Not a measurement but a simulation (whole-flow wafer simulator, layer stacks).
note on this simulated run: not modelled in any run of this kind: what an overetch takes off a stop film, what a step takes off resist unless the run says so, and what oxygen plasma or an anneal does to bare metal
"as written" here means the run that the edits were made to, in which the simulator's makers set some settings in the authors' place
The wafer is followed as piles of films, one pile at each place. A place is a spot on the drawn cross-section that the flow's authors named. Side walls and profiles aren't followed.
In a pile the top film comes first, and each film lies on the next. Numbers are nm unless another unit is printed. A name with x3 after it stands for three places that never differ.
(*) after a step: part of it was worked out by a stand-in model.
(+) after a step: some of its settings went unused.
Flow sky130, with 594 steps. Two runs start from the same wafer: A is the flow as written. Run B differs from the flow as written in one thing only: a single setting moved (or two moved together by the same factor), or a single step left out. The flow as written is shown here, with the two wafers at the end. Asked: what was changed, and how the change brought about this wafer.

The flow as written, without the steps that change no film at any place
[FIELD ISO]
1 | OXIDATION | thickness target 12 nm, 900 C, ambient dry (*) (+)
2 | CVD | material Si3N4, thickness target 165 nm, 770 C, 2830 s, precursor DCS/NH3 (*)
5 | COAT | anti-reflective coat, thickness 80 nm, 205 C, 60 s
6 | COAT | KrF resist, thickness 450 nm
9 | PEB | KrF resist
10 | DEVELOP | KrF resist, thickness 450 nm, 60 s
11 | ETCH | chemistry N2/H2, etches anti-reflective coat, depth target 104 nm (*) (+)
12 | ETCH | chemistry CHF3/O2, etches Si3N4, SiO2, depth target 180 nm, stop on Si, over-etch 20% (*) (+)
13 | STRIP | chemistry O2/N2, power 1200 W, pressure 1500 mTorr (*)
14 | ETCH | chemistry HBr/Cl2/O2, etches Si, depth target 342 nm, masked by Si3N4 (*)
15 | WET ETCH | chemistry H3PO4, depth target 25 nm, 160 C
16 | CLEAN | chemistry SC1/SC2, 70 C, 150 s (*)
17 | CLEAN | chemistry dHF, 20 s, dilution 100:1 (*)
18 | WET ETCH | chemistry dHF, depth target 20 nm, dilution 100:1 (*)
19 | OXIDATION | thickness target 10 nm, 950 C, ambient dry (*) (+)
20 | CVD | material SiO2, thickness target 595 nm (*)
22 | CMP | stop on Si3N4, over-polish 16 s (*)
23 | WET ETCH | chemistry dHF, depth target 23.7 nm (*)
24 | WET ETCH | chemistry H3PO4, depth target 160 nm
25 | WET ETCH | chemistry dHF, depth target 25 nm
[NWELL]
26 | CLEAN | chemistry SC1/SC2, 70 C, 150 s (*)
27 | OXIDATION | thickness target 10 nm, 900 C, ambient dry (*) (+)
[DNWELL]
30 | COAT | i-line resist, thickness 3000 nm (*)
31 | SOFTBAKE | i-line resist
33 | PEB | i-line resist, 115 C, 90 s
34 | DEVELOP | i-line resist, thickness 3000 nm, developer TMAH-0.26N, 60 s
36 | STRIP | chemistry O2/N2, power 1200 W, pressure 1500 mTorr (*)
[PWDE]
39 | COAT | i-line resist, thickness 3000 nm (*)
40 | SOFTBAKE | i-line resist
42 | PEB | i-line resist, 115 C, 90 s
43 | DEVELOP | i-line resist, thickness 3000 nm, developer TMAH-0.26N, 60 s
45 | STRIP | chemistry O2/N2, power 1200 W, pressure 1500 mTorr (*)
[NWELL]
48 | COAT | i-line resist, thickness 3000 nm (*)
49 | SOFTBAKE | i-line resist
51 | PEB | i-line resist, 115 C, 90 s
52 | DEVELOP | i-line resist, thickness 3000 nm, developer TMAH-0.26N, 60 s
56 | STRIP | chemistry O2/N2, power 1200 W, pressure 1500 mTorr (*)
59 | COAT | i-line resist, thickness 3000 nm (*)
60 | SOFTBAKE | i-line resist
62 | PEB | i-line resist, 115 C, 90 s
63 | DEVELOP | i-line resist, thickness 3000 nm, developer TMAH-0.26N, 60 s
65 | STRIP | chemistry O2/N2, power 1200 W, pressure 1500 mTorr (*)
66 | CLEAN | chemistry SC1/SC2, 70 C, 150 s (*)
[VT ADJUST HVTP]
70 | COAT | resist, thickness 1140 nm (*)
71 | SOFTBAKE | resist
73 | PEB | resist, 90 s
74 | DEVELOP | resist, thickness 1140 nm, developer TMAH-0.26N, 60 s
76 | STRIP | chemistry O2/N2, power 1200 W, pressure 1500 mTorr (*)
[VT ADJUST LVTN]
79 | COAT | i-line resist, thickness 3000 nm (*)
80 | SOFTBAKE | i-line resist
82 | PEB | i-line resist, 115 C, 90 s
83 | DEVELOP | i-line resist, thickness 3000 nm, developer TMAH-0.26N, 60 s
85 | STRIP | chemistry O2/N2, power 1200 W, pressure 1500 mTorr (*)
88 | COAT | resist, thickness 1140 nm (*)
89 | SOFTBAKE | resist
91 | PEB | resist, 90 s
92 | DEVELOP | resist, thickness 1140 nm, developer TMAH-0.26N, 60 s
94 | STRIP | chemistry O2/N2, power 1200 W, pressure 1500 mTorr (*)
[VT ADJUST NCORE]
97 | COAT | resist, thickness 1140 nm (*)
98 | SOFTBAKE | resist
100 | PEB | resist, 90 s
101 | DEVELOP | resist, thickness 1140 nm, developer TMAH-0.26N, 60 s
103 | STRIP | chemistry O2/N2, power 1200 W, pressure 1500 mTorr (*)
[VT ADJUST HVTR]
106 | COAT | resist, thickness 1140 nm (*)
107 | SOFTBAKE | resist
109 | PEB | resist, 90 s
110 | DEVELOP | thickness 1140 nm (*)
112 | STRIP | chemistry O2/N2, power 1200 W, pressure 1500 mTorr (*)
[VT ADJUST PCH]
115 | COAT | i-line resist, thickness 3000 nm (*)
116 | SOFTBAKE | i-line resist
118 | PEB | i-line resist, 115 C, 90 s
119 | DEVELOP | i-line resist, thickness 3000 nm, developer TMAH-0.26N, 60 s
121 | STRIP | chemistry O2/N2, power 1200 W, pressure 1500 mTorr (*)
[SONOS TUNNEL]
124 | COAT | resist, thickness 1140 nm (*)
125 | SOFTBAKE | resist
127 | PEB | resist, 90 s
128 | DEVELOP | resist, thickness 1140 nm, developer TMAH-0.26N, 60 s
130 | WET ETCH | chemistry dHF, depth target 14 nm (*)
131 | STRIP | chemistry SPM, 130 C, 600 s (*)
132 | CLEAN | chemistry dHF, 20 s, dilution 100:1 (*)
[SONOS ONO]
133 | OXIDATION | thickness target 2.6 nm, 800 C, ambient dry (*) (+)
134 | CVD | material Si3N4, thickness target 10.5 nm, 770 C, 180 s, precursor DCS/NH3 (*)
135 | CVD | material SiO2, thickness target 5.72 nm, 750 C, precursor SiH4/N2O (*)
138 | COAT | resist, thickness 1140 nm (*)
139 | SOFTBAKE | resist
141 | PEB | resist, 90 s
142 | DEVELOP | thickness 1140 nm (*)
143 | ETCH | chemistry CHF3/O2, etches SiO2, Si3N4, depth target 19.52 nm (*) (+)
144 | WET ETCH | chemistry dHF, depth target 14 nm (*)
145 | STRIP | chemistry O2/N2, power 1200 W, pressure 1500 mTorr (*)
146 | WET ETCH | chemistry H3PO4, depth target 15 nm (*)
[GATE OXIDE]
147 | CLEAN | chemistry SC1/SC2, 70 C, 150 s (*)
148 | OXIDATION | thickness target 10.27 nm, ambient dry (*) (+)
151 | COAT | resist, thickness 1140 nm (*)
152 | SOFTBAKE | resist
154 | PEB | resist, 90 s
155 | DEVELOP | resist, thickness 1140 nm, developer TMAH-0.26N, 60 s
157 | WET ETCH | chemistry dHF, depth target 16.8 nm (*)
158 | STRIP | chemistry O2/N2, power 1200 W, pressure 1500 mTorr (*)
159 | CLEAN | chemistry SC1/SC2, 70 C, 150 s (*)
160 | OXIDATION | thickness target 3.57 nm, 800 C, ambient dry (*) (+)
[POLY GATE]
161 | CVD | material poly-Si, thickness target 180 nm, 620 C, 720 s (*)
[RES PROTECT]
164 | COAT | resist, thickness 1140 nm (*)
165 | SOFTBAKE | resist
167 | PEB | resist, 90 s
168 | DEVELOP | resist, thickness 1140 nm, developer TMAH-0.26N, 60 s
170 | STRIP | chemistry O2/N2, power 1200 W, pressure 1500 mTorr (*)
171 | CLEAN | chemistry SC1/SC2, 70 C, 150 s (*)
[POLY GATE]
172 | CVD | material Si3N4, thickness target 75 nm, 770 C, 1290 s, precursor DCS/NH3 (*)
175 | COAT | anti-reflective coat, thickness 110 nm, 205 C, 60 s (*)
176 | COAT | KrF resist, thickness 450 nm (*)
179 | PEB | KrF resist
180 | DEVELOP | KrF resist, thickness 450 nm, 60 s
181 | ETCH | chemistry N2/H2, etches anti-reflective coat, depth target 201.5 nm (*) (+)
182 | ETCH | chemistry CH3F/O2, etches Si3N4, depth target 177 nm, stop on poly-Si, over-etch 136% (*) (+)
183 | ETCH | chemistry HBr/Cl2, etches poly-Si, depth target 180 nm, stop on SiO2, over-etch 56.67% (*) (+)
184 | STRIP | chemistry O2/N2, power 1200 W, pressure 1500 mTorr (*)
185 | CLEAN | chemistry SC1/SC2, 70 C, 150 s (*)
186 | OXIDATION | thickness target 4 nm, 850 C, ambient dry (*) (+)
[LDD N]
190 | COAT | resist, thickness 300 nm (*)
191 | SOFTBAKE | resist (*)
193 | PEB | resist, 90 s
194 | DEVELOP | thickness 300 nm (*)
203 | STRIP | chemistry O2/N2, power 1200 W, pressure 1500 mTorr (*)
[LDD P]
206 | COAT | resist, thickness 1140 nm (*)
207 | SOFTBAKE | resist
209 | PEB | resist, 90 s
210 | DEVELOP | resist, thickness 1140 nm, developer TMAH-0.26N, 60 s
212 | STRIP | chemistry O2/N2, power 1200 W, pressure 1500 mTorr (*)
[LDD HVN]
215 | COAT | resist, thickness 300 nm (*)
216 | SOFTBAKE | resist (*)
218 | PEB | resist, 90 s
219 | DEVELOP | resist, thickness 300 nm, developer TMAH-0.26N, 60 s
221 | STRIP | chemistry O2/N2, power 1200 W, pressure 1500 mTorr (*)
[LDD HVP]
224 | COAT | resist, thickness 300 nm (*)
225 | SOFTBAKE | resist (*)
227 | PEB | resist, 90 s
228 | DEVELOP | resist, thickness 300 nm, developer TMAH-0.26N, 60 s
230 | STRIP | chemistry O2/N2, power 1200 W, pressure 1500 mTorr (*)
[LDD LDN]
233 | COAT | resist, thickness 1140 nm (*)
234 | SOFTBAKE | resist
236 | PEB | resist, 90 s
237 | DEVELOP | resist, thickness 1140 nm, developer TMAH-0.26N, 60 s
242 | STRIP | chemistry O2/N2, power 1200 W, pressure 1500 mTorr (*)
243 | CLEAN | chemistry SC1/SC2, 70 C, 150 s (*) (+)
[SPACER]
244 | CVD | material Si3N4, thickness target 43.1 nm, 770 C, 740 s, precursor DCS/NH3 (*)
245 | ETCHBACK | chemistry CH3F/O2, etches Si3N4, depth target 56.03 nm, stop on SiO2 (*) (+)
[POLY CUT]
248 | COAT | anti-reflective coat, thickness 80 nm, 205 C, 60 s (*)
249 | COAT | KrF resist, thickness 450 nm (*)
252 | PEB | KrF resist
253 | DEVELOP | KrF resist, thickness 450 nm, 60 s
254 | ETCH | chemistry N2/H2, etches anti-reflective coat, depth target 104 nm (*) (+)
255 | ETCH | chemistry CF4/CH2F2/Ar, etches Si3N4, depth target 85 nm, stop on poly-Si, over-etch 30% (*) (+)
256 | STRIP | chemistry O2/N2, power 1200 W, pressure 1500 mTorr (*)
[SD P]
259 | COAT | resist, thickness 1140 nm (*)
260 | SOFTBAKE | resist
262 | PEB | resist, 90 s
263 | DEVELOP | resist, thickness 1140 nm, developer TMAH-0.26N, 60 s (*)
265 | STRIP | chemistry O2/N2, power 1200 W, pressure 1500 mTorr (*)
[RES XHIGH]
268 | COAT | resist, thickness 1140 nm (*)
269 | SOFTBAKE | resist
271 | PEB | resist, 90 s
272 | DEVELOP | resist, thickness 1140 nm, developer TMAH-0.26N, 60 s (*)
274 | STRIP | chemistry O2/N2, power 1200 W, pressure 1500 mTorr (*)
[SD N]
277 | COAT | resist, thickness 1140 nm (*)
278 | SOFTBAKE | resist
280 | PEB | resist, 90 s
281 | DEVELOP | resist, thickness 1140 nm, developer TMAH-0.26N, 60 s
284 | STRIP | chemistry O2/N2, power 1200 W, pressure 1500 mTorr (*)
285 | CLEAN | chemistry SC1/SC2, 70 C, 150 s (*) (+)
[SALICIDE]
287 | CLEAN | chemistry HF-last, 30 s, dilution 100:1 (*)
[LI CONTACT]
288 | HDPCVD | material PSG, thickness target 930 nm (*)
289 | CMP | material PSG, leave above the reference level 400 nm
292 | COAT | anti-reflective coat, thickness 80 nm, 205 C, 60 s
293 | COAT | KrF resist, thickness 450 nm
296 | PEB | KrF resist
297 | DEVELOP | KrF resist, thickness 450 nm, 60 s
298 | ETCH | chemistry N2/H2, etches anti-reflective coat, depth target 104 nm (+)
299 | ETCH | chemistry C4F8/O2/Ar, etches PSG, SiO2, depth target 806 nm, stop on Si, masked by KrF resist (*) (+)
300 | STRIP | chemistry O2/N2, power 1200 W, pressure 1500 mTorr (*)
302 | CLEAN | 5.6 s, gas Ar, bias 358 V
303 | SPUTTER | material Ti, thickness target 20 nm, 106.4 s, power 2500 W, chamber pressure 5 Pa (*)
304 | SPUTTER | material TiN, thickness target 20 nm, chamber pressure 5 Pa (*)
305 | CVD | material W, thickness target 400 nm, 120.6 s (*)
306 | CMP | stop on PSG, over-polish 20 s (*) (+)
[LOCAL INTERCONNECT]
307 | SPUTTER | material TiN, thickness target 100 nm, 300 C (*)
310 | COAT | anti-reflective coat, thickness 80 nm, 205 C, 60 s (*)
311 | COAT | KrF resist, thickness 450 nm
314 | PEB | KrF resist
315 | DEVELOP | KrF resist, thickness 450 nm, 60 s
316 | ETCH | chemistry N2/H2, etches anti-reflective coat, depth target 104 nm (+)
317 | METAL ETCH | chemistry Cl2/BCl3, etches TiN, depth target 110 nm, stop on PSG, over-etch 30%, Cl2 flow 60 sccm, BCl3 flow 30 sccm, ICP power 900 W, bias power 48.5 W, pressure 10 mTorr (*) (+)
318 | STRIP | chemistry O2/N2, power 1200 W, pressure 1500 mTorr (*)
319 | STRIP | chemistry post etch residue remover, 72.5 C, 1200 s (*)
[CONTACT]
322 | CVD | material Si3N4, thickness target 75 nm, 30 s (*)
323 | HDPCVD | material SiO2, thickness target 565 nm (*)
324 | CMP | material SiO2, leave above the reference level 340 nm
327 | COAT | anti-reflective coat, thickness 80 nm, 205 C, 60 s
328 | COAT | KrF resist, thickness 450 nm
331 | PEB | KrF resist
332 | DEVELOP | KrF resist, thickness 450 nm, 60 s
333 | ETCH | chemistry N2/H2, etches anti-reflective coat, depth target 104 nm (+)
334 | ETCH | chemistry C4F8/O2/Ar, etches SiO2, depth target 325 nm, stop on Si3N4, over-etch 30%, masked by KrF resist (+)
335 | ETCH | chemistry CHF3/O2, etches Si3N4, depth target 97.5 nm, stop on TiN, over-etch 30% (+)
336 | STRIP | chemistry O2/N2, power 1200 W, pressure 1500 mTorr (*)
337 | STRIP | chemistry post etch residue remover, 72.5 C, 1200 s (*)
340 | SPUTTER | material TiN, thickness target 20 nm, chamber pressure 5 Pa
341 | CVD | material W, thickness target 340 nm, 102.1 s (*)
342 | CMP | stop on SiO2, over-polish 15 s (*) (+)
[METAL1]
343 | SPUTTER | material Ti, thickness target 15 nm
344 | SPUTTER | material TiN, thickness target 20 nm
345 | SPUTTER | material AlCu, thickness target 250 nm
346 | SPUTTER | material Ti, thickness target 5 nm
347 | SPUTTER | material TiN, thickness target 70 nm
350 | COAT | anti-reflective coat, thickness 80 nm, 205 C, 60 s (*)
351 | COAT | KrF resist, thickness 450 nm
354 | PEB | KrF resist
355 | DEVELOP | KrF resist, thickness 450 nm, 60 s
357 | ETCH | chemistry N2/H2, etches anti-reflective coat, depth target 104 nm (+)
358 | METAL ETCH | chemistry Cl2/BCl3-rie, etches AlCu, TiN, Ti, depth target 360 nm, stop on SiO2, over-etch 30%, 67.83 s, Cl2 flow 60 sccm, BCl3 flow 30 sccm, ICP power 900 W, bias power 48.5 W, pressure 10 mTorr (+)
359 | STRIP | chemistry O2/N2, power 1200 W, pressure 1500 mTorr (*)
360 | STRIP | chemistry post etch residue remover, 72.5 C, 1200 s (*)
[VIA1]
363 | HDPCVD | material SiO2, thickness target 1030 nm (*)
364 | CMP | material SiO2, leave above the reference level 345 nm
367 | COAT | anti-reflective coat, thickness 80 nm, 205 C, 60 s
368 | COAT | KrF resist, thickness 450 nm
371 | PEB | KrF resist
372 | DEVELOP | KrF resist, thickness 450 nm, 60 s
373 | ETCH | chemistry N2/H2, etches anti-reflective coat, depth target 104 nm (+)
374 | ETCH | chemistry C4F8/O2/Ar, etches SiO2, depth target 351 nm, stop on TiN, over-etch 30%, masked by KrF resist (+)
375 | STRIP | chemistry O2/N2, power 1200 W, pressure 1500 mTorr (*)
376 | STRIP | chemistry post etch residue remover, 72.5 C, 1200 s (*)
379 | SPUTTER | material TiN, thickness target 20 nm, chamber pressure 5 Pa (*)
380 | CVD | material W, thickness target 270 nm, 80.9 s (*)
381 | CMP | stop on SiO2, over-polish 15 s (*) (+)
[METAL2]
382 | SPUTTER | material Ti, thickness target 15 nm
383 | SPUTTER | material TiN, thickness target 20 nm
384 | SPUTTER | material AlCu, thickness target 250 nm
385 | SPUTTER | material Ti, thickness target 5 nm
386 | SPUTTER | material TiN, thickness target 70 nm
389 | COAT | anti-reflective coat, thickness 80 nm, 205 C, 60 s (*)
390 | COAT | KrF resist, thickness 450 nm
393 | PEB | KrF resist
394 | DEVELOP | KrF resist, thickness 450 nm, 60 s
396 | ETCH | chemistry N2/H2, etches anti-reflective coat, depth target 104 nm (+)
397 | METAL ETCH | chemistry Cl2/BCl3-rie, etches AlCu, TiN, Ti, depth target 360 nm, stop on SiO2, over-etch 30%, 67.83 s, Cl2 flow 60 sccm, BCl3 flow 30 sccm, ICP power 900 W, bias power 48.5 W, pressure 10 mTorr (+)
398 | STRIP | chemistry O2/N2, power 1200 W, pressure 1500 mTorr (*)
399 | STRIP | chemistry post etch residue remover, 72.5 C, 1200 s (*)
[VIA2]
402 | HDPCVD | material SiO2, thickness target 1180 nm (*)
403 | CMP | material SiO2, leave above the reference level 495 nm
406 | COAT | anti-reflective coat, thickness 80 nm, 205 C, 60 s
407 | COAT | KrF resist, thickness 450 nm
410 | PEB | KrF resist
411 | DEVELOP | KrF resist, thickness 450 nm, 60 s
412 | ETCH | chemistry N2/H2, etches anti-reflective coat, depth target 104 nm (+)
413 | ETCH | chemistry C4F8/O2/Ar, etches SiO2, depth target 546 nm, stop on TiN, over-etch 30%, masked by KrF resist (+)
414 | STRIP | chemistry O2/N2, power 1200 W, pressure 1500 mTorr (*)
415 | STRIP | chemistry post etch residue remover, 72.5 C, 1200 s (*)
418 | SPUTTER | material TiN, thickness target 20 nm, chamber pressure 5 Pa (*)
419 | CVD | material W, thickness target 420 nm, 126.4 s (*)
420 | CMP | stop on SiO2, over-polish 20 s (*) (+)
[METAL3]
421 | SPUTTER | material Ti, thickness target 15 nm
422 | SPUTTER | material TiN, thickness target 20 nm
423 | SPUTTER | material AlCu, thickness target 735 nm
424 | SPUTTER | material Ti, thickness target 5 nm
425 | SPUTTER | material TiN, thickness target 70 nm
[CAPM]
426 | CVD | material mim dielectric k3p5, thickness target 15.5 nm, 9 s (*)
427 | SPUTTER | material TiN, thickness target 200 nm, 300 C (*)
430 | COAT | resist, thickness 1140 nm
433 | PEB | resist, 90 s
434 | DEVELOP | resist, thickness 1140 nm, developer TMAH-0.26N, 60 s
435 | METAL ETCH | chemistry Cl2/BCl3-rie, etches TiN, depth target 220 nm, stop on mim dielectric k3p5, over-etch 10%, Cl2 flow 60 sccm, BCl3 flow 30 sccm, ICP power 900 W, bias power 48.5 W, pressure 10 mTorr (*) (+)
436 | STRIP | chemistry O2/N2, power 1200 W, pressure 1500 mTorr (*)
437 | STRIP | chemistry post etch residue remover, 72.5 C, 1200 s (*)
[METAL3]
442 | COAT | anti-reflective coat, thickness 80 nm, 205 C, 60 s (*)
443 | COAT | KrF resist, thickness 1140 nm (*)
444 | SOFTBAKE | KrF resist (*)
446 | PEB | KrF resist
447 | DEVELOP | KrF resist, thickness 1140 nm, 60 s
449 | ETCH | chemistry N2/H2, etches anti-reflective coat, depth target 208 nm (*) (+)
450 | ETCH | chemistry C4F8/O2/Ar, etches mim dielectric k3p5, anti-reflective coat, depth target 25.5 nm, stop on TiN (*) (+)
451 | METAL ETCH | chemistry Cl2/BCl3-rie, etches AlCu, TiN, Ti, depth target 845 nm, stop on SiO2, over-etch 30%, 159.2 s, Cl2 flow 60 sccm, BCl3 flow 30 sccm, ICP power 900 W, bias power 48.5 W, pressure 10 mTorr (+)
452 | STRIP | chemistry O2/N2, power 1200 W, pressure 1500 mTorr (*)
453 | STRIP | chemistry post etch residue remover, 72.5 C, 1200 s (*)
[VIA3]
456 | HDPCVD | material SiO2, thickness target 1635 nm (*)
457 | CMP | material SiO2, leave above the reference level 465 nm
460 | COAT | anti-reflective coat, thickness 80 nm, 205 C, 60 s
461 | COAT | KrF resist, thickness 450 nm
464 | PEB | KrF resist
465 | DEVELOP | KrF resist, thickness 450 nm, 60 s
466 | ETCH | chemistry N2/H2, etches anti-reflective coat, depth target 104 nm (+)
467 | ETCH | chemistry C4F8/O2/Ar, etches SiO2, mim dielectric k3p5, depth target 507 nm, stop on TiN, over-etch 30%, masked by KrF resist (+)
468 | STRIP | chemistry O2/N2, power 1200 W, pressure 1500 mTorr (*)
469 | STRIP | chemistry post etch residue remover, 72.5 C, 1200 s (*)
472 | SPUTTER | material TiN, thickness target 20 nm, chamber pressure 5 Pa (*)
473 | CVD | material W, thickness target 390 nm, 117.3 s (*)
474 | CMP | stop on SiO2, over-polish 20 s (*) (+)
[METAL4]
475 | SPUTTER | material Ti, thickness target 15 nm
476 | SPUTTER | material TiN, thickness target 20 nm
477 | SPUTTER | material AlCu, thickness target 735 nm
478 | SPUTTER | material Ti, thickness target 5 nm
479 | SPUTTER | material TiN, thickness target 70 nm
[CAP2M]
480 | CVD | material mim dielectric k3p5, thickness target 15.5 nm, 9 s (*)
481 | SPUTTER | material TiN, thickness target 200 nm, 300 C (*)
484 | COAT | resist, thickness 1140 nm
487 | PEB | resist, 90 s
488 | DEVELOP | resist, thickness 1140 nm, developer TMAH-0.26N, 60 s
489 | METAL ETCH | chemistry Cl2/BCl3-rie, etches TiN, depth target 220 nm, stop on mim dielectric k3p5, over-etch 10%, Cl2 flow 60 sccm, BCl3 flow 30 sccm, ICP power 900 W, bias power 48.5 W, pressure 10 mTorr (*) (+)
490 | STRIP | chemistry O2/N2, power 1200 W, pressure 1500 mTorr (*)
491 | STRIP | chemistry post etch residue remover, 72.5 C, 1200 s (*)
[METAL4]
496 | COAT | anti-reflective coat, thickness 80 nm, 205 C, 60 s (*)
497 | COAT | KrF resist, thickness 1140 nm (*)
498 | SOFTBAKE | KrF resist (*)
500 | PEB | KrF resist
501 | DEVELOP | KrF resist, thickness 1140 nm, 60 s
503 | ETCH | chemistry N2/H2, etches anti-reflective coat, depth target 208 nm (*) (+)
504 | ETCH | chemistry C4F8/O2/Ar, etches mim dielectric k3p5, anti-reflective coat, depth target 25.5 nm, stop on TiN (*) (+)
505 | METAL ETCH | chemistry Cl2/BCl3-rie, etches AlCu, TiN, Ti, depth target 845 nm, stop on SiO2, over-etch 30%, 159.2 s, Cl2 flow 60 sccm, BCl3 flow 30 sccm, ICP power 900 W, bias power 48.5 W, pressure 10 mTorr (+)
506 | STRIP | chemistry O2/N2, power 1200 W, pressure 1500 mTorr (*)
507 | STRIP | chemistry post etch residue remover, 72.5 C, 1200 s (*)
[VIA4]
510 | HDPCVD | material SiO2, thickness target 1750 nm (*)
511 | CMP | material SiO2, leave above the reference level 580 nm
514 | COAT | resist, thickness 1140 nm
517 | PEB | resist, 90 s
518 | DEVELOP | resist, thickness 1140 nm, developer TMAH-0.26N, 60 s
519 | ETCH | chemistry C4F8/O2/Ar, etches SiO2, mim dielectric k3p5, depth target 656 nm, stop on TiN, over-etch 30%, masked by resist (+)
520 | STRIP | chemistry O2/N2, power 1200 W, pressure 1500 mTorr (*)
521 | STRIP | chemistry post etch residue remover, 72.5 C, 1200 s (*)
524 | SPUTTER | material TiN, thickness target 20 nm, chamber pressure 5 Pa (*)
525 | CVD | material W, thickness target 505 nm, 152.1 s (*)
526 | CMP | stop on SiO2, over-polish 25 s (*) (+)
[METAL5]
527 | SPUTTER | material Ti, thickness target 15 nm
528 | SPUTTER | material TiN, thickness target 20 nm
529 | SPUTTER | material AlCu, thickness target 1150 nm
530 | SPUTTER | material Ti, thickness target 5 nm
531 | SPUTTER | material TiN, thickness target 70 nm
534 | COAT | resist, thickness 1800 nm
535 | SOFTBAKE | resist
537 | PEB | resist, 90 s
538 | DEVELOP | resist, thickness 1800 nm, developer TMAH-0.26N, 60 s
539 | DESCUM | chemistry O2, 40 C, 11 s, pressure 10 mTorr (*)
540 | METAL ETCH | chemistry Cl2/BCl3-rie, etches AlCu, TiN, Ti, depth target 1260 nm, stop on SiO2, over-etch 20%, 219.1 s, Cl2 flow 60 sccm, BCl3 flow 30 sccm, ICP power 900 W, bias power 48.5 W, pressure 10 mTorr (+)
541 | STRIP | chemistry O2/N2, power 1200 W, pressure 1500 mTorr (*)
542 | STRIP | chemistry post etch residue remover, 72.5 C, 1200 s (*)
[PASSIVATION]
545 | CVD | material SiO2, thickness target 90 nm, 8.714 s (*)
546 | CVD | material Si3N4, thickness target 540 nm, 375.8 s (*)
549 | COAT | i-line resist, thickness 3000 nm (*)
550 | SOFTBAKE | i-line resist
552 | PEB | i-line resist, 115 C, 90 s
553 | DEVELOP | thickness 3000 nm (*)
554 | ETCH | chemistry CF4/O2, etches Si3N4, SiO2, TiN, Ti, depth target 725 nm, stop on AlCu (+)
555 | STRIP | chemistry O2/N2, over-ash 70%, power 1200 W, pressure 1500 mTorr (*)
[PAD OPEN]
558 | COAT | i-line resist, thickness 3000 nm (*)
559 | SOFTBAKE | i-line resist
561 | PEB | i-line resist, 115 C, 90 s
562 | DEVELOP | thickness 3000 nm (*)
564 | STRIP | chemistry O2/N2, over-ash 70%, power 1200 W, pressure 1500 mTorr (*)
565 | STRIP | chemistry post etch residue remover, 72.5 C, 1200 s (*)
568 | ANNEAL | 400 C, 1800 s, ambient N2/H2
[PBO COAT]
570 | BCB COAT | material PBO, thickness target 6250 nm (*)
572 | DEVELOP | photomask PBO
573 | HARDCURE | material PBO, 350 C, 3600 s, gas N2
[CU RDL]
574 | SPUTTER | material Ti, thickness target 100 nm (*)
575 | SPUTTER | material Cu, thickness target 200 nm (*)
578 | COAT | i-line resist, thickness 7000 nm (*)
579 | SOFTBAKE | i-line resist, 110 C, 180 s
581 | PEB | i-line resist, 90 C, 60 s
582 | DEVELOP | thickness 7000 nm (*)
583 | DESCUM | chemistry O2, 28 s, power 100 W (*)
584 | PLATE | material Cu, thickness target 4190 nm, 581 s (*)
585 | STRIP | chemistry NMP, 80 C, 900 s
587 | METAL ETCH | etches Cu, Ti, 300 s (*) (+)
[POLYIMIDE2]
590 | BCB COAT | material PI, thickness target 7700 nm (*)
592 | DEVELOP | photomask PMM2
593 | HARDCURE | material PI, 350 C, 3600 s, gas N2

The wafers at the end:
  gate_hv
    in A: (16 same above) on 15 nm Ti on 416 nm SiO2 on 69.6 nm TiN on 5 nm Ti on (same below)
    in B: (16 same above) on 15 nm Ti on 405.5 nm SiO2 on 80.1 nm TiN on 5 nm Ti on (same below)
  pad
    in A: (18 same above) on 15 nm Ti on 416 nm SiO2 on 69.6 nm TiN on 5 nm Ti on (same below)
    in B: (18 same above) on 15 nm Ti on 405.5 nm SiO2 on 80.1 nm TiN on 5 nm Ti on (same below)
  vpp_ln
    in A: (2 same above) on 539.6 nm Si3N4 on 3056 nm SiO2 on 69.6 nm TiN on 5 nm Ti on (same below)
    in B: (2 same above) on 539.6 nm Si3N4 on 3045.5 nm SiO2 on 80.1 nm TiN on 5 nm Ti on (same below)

What caused this: step 386, SPUTTER: thickness target 80.5 nm was run, whereas the flow has thickness target 70 nm.

Step by step, how the change led to this:
  386 | SPUTTER | material TiN, thickness target 70 nm
      field, active, n_well and 188 more: A TiN gains 70 (new film) | B TiN gains 80.5 (new film)
  397 | METAL ETCH | chemistry Cl2/BCl3-rie, etches AlCu, TiN, Ti, depth target 360 nm, stop on SiO2, over-etch 30%, 67.83 s, Cl2 flow 60 sccm, BCl3 flow 30 sccm, ICP power 900 W, bias power 48.5 W, pressure 10 mTorr (+)
      field, active, gate and 82 more: A TiN loses 68.7 (all of it), Ti loses 5 (all of it), AlCu loses 250 (all of it), TiN loses 20 (all of it), Ti loses 15 (all of it), SiO2 loses 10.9 | B TiN loses 79.2 (all of it), Ti loses 5 (all of it), AlCu loses 250 (all of it), TiN loses 20 (all of it), Ti loses 15 (all of it), SiO2 loses 9.88
  413 | ETCH | chemistry C4F8/O2/Ar, etches SiO2, depth target 546 nm, stop on TiN, over-etch 30%, masked by KrF resist (+)
      field, active, n_well and 186 more: A KrF resist loses 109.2 | B KrF resist loses 106.5
      m1: A SiO2 loses 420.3 (all of it) | B SiO2 loses 409.8 (all of it)
      (as well as at 1 more place)
